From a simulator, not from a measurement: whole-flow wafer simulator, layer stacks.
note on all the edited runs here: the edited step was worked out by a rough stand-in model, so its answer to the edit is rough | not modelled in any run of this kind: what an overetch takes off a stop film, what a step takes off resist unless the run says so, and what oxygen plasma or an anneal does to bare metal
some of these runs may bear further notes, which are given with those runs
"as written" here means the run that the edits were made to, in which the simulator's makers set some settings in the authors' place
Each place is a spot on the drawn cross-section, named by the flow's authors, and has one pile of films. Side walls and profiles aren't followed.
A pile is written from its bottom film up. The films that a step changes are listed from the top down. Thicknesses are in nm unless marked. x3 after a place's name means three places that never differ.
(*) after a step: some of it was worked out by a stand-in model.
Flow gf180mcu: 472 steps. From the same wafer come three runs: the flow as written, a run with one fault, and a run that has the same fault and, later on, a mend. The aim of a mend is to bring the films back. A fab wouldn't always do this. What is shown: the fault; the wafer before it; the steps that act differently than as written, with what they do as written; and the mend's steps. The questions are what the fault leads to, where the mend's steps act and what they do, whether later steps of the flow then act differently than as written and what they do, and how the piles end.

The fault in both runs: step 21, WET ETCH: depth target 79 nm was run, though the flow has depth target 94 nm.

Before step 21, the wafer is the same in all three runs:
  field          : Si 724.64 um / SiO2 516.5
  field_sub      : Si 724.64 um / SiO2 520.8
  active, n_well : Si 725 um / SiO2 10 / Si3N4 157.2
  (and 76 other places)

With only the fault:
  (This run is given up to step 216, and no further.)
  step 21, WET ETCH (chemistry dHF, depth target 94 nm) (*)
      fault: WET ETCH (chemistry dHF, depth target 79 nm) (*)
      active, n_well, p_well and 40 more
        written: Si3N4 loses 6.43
        fault: Si3N4 loses 5.42
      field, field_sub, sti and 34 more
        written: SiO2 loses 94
        fault: SiO2 loses 79
  Later steps of the flow acting differently than as written (not shown: 79 more steps that differ only slightly, by at most 2% or 0.5 nm, whichever is larger):
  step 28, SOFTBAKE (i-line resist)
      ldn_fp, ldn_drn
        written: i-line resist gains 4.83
        fault: i-line resist gains 6.62
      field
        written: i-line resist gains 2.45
        fault: i-line resist gains 3.54
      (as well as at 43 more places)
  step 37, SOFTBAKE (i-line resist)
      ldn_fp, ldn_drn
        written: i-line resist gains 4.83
        fault: i-line resist gains 6.62
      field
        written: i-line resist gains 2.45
        fault: i-line resist gains 3.54
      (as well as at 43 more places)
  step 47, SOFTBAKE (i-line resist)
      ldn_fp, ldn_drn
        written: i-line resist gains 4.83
        fault: i-line resist gains 6.62
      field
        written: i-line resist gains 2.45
        fault: i-line resist gains 3.54
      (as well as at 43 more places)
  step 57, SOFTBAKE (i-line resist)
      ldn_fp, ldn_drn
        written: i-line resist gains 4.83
        fault: i-line resist gains 6.62
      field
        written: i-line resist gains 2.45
        fault: i-line resist gains 3.54
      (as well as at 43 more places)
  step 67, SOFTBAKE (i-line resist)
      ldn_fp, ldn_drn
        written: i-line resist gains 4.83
        fault: i-line resist gains 6.62
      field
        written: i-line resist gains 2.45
        fault: i-line resist gains 3.54
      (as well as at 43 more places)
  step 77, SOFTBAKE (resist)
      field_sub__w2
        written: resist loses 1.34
        fault: resist loses 1.95
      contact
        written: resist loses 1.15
        fault: resist loses 1.67
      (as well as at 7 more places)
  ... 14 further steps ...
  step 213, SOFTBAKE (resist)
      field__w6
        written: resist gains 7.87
        fault: resist gains 7.32
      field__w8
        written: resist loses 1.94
        fault: resist loses 1.35
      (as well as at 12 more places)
  The piles after step 216 differ from the flow's at field, field__w1, field__w2 and 66 more by more than 2% or 0.5 nm, whichever is larger.
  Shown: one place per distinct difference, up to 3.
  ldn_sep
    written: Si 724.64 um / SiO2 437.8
    fault: Si 724.64 um / SiO2 452.7
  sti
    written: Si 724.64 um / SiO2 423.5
    fault: Si 724.64 um / SiO2 438.5
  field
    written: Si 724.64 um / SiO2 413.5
    fault: Si 724.64 um / SiO2 428.4

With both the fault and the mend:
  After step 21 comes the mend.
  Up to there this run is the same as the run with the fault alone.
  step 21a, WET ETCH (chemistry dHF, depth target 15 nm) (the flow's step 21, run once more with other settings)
      field, field_sub, sti and 34 more
        SiO2 loses 15
  Every later step of the flow that is run acts as written, at every place that is followed, to within 2% or 0.5 nm, whichever is larger.
  The piles end the same as the flow's at every place that both follow.
